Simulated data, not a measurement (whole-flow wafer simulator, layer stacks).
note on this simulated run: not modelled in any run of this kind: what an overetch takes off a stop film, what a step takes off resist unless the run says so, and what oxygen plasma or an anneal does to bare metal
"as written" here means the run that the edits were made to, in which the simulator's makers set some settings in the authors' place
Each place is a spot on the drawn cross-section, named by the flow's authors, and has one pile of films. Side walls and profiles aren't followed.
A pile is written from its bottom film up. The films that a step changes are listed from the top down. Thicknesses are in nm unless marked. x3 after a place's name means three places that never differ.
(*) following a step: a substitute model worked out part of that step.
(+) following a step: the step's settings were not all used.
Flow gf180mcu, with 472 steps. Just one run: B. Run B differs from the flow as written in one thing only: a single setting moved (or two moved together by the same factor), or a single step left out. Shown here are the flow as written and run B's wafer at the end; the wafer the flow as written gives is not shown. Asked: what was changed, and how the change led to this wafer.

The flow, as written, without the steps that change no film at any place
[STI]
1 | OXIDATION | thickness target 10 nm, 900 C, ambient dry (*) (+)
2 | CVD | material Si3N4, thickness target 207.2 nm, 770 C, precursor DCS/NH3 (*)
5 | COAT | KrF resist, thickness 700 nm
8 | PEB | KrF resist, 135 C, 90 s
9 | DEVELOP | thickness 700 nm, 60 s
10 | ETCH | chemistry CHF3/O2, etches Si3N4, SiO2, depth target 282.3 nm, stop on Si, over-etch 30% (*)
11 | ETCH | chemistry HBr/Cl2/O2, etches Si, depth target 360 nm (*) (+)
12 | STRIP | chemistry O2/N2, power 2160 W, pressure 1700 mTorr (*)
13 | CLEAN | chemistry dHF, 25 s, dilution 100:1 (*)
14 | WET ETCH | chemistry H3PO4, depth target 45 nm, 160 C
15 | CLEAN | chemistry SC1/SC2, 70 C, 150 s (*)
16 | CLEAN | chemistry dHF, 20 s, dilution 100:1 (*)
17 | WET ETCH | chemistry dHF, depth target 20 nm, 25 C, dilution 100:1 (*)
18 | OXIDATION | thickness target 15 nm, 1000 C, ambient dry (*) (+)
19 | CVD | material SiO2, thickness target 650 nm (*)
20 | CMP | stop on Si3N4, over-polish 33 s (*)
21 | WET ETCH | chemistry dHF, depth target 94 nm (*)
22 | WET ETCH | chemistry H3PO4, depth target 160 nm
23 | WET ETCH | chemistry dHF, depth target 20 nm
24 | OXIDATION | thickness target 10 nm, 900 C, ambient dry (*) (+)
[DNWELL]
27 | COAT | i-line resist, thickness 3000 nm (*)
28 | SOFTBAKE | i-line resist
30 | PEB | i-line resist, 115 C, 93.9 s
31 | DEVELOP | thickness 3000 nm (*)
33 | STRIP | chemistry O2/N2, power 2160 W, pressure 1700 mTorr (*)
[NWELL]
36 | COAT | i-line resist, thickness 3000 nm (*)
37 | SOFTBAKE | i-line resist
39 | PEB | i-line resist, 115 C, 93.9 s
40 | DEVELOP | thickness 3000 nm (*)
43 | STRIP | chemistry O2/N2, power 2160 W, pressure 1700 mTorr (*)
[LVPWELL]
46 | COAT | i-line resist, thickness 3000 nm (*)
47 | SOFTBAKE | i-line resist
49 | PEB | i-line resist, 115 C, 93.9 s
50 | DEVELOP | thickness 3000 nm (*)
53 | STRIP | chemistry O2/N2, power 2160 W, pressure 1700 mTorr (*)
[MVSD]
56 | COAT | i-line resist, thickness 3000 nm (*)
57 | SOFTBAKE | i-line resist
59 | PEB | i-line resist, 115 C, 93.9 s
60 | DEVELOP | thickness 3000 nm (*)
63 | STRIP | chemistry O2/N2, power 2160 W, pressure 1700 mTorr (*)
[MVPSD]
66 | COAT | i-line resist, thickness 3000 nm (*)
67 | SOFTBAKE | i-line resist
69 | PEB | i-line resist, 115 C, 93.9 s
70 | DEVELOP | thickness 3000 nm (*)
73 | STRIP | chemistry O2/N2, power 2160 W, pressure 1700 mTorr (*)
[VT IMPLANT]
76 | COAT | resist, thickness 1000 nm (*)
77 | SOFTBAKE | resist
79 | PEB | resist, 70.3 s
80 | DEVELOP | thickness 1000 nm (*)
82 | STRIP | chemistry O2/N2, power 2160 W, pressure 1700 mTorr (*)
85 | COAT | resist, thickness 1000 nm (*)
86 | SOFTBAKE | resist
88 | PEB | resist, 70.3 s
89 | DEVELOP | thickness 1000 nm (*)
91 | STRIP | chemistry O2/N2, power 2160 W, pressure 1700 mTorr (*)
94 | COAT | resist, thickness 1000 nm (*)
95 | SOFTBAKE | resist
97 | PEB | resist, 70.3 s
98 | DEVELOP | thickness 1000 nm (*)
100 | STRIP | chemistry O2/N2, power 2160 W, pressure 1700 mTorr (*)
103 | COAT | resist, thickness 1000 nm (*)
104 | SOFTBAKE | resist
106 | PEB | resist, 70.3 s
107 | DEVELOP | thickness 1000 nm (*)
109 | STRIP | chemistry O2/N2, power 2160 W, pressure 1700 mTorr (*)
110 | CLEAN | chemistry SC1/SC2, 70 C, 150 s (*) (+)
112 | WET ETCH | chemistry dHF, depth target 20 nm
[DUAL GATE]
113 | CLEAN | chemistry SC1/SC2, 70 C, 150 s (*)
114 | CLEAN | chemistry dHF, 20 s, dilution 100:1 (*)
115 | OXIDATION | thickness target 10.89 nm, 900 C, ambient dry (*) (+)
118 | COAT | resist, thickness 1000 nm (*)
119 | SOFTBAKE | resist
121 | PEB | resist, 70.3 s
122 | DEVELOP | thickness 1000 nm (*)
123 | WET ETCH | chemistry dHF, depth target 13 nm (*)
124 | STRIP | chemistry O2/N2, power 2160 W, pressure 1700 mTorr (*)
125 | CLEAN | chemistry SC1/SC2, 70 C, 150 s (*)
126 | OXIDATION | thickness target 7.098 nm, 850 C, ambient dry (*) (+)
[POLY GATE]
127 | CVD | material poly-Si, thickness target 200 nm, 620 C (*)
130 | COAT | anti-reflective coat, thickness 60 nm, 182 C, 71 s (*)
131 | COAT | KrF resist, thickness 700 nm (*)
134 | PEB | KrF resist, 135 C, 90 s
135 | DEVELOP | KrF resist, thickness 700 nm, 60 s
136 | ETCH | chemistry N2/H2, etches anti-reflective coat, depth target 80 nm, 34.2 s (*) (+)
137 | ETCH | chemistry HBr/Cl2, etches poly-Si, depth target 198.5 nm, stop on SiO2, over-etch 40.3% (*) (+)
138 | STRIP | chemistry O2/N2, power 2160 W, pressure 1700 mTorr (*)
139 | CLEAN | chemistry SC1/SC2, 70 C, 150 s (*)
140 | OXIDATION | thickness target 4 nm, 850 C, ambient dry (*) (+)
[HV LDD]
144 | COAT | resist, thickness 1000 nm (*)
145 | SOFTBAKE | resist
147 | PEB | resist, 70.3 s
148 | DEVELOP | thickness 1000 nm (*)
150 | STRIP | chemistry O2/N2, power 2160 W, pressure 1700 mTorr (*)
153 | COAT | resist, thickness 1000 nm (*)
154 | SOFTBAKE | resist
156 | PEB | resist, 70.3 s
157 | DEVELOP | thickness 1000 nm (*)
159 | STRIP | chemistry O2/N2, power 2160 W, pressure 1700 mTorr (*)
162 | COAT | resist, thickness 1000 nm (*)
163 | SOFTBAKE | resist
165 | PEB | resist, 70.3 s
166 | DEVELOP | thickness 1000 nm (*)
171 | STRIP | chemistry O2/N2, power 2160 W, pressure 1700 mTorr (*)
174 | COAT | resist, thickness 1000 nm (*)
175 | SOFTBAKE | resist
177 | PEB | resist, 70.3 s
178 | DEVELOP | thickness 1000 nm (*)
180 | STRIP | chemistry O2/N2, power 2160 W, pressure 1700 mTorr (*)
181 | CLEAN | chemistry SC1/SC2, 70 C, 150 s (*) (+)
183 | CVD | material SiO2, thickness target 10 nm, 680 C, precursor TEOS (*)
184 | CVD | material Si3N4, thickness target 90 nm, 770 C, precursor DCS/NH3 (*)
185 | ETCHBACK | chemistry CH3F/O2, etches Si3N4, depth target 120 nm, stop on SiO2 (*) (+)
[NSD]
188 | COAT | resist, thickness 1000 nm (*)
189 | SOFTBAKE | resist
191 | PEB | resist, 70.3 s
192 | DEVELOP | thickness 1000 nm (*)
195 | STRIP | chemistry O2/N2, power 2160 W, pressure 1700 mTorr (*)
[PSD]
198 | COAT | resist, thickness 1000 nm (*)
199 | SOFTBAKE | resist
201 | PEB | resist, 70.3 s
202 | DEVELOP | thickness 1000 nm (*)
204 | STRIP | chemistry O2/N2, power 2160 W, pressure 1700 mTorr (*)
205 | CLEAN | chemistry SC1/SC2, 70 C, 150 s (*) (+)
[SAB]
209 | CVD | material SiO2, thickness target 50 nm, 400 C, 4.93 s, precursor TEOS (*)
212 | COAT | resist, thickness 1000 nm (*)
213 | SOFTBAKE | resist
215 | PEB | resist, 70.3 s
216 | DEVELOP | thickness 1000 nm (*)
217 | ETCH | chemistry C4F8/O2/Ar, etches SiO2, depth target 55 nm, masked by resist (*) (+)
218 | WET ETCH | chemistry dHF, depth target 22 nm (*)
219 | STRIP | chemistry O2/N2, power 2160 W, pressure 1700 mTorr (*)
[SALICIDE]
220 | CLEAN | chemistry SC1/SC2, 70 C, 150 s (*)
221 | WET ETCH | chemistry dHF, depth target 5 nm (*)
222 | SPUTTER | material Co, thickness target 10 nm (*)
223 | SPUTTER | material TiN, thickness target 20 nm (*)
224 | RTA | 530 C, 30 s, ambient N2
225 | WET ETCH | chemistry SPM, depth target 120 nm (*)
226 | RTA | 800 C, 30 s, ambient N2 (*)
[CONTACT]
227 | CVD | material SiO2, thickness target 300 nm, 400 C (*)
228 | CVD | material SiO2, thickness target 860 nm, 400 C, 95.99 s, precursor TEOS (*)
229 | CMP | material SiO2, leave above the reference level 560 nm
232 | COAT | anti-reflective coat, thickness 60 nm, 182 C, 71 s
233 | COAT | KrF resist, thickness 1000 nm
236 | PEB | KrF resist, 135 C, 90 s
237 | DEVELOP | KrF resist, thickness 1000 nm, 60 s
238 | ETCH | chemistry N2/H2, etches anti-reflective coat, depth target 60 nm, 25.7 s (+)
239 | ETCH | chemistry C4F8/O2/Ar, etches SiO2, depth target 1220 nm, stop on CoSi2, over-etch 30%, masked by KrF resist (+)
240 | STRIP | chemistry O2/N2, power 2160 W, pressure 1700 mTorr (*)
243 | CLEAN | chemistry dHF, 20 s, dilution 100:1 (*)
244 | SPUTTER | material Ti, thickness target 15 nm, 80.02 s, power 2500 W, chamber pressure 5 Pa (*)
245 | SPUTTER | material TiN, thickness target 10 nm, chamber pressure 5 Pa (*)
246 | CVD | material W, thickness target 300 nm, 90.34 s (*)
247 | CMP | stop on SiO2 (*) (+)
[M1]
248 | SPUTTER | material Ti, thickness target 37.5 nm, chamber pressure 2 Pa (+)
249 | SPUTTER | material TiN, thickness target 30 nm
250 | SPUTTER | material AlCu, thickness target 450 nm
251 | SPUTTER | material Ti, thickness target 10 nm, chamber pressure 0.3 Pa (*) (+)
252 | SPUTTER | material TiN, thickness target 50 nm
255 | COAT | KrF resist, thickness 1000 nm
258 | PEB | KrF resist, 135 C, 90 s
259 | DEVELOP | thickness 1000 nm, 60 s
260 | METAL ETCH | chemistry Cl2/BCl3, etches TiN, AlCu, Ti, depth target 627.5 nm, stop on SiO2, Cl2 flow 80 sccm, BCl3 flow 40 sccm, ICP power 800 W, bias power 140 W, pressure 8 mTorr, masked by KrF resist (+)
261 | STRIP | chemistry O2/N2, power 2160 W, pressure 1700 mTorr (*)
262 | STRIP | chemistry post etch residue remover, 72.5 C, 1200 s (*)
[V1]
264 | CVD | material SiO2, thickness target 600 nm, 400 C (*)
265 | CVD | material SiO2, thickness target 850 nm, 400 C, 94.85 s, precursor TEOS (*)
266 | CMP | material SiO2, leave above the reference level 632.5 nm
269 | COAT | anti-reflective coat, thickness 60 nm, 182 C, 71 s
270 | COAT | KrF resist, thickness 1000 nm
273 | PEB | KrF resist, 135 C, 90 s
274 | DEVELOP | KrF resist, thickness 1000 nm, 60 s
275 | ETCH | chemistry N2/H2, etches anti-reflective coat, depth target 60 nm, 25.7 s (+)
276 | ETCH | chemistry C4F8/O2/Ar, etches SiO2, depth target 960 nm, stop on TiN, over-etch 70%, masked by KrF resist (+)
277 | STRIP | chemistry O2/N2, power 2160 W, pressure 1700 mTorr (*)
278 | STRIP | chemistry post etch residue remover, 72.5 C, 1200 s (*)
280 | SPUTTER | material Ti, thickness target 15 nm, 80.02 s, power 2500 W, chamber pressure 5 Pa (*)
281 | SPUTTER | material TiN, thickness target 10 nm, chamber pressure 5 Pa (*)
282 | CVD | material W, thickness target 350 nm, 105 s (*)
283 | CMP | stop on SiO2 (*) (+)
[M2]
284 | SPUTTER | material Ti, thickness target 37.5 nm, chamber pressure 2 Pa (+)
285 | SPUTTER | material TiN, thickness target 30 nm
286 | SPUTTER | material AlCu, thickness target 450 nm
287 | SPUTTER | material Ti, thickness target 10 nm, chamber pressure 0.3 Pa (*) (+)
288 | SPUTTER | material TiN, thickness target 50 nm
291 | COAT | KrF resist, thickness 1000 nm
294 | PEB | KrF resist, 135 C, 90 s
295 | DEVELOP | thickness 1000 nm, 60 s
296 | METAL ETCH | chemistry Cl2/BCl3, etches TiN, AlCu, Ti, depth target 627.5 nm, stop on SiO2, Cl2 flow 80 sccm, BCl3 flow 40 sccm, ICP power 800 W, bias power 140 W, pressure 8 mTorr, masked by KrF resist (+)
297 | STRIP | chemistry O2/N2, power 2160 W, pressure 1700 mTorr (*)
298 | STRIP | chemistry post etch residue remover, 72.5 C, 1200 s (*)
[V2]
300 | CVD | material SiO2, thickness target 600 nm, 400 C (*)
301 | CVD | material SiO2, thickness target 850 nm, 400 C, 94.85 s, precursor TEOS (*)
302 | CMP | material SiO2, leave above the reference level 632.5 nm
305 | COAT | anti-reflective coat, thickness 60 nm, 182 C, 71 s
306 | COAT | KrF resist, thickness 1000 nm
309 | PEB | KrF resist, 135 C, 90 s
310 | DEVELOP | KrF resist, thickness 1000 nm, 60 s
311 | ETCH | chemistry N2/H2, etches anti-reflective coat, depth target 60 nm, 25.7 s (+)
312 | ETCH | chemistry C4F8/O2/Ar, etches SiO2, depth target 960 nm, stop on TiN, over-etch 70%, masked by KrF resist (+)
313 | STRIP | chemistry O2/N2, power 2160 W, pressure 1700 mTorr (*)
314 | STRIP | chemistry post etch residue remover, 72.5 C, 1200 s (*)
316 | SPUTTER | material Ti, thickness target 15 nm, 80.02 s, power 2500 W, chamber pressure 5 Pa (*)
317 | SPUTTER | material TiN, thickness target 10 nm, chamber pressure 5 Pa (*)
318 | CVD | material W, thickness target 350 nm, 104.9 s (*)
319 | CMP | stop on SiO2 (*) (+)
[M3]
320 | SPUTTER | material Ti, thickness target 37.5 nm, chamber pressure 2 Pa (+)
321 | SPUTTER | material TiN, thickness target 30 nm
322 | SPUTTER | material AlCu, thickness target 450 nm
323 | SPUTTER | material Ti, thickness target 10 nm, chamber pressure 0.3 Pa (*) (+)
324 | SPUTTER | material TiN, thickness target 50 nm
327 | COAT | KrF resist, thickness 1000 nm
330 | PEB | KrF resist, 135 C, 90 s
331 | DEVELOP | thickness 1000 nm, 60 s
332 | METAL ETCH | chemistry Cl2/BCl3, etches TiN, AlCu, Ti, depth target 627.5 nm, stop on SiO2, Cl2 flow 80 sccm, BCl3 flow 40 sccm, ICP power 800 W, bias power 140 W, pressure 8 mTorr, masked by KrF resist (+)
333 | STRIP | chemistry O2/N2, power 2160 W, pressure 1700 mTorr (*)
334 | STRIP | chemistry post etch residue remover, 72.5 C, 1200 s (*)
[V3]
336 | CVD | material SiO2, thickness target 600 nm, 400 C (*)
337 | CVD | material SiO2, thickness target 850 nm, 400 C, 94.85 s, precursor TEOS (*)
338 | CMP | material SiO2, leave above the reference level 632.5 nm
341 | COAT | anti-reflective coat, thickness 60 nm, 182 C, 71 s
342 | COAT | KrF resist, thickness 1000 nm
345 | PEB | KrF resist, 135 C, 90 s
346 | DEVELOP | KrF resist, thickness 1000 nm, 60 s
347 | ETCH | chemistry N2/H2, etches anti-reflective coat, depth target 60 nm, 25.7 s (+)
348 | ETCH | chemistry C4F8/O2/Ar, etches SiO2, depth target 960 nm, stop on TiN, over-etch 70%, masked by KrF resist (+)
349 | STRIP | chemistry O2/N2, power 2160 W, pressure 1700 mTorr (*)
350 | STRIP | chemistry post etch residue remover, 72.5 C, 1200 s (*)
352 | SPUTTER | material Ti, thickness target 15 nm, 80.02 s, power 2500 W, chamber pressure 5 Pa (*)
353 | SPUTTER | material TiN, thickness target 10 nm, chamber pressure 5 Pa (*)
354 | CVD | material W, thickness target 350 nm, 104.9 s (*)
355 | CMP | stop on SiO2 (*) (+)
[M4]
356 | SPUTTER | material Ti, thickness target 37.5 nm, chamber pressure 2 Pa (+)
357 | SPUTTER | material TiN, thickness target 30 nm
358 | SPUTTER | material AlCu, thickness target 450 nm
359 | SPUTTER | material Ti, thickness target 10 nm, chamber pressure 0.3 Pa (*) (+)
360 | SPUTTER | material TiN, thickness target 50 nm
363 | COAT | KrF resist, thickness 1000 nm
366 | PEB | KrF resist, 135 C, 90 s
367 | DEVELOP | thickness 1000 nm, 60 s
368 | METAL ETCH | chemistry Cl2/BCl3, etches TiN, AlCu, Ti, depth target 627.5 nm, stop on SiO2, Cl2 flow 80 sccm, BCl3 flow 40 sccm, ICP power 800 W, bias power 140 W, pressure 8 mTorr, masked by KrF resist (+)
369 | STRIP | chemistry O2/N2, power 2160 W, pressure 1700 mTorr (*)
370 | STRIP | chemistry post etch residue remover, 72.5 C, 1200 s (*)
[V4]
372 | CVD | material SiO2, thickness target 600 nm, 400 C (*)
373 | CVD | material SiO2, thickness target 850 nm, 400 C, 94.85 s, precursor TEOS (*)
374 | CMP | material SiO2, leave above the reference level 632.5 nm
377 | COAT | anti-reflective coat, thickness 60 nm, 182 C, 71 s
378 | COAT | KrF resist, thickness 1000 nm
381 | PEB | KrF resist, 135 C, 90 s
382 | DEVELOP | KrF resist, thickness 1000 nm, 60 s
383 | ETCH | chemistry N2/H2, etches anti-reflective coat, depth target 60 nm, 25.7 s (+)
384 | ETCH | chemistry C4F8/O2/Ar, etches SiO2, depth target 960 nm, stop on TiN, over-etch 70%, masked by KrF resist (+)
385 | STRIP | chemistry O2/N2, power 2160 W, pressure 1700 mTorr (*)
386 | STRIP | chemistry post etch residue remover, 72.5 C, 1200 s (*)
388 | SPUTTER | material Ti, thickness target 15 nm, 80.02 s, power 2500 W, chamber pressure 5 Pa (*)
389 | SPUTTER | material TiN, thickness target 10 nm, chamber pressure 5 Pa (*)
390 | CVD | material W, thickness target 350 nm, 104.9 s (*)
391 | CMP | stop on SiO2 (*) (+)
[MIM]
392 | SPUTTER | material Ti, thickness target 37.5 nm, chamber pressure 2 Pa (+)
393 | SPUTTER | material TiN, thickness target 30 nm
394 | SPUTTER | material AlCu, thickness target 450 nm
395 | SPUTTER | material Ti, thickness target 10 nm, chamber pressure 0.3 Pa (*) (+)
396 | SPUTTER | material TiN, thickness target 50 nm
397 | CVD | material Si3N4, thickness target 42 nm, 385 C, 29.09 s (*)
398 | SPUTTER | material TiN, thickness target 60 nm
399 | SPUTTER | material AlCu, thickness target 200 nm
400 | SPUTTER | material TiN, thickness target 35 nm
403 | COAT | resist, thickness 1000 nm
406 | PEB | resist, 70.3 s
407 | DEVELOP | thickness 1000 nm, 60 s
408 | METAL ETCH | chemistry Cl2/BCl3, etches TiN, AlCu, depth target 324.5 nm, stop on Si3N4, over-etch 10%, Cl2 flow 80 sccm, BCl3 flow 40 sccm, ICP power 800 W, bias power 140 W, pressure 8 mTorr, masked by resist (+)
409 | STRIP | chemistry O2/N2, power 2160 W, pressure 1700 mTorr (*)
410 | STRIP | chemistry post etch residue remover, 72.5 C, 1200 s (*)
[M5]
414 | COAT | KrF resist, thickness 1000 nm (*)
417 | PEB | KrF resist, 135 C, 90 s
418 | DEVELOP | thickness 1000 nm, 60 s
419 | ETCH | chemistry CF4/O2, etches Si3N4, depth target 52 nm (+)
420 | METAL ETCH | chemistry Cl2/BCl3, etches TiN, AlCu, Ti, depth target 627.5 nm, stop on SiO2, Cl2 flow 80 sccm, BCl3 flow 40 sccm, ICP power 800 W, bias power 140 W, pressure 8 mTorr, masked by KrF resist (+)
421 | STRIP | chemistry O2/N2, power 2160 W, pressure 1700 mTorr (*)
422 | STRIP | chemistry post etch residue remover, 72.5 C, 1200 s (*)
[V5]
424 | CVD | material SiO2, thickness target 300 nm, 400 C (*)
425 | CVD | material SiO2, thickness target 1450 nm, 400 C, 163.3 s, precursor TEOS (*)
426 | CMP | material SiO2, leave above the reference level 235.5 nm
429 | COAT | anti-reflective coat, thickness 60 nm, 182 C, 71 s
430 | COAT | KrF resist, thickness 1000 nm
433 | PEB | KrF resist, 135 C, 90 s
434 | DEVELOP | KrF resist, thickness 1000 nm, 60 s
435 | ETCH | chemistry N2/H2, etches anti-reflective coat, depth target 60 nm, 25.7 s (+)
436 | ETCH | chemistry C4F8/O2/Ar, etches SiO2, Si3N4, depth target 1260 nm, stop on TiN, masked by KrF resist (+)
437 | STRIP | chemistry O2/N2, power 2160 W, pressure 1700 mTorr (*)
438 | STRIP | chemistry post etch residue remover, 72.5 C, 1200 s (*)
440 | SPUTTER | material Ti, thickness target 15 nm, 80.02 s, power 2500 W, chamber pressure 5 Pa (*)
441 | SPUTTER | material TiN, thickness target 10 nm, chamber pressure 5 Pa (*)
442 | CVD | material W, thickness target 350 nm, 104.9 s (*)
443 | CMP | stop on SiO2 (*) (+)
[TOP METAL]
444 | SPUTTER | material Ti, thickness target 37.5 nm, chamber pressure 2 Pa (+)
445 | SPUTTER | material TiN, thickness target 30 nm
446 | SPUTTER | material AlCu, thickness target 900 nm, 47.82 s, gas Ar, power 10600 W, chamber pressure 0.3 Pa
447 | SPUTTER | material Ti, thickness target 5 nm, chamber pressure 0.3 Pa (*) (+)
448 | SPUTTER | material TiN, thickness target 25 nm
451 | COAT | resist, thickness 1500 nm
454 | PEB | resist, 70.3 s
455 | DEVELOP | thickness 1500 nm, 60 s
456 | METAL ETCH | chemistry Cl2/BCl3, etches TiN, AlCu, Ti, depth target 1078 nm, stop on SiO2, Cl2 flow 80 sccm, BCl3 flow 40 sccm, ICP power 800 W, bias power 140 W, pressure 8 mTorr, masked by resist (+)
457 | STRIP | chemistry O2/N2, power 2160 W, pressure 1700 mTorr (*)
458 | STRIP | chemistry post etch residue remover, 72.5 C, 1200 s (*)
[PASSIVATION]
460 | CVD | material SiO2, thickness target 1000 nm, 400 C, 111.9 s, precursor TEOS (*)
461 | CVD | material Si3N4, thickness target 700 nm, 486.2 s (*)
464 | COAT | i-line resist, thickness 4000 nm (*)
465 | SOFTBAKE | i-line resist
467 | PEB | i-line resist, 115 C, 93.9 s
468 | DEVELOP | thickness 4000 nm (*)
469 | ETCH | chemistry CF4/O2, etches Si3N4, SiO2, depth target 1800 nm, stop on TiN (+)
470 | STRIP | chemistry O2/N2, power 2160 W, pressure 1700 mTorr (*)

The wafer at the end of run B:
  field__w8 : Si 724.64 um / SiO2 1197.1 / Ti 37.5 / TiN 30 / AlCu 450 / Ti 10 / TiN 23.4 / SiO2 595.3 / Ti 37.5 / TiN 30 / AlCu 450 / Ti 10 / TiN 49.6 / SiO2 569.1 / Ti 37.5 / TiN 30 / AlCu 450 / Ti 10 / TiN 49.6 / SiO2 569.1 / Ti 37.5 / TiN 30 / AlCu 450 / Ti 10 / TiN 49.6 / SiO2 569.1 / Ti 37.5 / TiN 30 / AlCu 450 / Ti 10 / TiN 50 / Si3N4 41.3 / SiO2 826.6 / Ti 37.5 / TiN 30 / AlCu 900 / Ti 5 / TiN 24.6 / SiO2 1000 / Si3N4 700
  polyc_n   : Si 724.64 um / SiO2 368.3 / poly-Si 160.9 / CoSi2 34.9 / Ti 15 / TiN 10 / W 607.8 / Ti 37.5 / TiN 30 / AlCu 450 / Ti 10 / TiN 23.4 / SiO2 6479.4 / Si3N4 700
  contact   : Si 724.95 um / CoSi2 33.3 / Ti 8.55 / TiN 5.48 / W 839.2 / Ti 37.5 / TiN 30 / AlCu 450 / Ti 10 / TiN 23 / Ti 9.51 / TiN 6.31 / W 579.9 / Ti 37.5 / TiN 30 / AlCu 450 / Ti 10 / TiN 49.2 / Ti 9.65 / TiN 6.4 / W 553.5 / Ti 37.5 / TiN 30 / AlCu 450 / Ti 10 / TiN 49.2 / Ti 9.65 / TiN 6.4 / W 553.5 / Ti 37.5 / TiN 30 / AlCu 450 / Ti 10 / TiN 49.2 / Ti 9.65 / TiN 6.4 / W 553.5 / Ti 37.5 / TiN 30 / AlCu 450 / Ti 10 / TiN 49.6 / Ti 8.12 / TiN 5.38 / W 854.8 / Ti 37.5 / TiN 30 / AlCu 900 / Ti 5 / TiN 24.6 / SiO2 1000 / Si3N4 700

The reason: step 252, SPUTTER: thickness target 23.8 nm was run, whereas the flow has thickness target 50 nm.

Step by step, how the change led to this:
  252 | SPUTTER | material TiN, thickness target 50 nm
      field, field__w1, field__w2 and 108 more: +23.8 TiN (new film) (as written it would have been: +50 TiN (new film))
  260 | METAL ETCH | chemistry Cl2/BCl3, etches TiN, AlCu, Ti, depth target 627.5 nm, stop on SiO2, Cl2 flow 80 sccm, BCl3 flow 40 sccm, ICP power 800 W, bias power 140 W, pressure 8 mTorr, masked by KrF resist (+)
      field, field__w1, field__w2 and 99 more: -23.8 TiN (all of it), -10 Ti (all of it), -450 AlCu (all of it), -30 TiN (all of it), -37.5 Ti (all of it) (as written it would have been: -50 TiN (all of it), -10 Ti (all of it), -450 AlCu (all of it), -30 TiN (all of it), -37.5 Ti (all of it))
  266 | CMP | material SiO2, leave above the reference level 632.5 nm
      field__w8, contact, m1 and 6 more: -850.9 SiO2 (as written it would have been: -877.1 SiO2)
  276 | ETCH | chemistry C4F8/O2/Ar, etches SiO2, depth target 960 nm, stop on TiN, over-etch 70%, masked by KrF resist (+)
      contact: -598.7 SiO2 (all of it) (as written it would have been: -572.5 SiO2 (all of it))
  282 | CVD | material W, thickness target 350 nm, 105 s (*)
      contact: +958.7 W (new film) (as written it would have been: +932.3 W (new film))
